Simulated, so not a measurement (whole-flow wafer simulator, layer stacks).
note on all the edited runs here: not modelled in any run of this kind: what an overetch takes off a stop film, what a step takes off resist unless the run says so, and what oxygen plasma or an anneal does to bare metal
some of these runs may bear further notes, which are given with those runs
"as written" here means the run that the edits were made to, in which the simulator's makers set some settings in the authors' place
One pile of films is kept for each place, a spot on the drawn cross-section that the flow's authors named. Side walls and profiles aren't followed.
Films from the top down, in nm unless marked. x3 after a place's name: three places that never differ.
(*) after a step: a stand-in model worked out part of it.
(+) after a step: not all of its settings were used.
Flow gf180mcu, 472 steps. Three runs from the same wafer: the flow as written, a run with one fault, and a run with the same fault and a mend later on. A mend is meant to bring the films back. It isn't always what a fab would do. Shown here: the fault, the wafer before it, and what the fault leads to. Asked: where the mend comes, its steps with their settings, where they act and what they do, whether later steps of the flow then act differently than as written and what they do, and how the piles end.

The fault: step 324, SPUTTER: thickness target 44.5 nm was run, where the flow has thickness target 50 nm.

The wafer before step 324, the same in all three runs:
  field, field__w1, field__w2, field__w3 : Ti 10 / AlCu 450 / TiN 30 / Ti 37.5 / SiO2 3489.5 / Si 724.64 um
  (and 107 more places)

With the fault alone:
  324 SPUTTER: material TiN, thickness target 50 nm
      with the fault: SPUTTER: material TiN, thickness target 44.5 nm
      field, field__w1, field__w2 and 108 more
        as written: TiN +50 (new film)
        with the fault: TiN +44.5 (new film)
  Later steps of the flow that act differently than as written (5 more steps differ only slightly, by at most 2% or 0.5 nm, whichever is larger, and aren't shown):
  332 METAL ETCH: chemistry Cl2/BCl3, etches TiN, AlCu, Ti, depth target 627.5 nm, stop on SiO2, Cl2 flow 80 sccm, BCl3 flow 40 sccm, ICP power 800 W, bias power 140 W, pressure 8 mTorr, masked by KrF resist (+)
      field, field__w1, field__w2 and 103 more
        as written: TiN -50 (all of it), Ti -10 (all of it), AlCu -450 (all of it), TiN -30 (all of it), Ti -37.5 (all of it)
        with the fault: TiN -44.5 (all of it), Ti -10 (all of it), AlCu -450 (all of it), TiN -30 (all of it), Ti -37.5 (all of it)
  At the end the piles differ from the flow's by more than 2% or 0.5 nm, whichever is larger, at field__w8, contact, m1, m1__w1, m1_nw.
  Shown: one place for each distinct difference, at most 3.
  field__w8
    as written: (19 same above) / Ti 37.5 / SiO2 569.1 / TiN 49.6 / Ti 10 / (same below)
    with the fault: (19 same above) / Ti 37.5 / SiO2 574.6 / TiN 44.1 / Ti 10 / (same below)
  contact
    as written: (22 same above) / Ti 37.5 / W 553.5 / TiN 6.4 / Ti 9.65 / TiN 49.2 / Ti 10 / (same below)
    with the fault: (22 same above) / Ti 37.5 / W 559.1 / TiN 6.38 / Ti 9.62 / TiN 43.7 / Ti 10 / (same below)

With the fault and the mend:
  The mend comes after step 331.
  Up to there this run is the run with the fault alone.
  331a STRIP: chemistry O2/N2, power 2160 W, pressure 1700 mTorr (*)
      field__w8, contact, m1, m1__w1, m1_nw
        KrF resist -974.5 (all of it)
  331b SPUTTER: material TiN, thickness target 5.5 nm (the flow's step 324 once more, with other settings)
      field, field__w1, field__w2 and 108 more
        TiN +5.5
  331c HMDS: 120 C, 60 s (the flow's step 326 once more)
      changes no film at any place that is followed
  331d COAT: KrF resist, thickness 1000 nm (the flow's step 327 once more)
      field, field__w1, field__w2 and 108 more
        KrF resist +1000 (new film)
  331e SOFTBAKE: KrF resist (the flow's step 328 once more)
      changes no film at any place that is followed
  331f EXPOSE: photomask Metal3 (the flow's step 329 once more)
      changes no film at any place that is followed
  331g PEB: KrF resist, 135 C, 90 s (the flow's step 330 once more)
      field, field__w1, field__w2 and 108 more
        KrF resist -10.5
  331h DEVELOP: thickness 1000 nm, 60 s (the flow's step 331 once more)
      field, field__w1, field__w2 and 103 more
        KrF resist -989.5 (all of it)
      field__w8, contact, m1, m1__w1, m1_nw
        KrF resist -14.9
  No later step of the flow acts differently than as written at any place that is followed.
  At the end the piles are the same as the flow's at every place that both follow.
